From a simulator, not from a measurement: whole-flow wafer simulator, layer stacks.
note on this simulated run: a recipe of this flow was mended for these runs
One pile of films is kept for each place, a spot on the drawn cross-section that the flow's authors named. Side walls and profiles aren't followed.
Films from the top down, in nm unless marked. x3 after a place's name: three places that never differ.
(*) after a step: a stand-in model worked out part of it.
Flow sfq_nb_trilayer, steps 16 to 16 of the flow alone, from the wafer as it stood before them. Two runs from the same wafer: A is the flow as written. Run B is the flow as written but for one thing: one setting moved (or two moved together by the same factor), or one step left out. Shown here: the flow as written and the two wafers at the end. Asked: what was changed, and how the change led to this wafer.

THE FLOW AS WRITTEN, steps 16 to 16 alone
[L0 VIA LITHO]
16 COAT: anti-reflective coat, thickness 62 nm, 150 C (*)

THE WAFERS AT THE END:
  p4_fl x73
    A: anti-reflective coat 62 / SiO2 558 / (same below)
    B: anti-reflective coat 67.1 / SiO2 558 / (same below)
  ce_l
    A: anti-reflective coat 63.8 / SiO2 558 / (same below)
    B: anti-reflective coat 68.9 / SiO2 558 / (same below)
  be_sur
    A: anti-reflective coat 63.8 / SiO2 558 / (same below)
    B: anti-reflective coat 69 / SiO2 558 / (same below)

The cause: step 16, COAT: thickness 67.1 nm was run, where the flow has thickness 62 nm.
It can be read off the wafer: p4_fl x73 has anti-reflective coat 67.1, and step 16 as written asks for 62 nm.

How the change led to this, step by step:
  16 COAT: anti-reflective coat, thickness 62 nm, 150 C (*)
      p4_fl x73: A anti-reflective coat +62 (new film) | B anti-reflective coat +67.1 (new film)
      ce_l, c5j, ce_r, sp_r, be_r, r_sur: A anti-reflective coat +63.8 (new film) | B anti-reflective coat +68.9 (new film)
      (and at 27 more places)
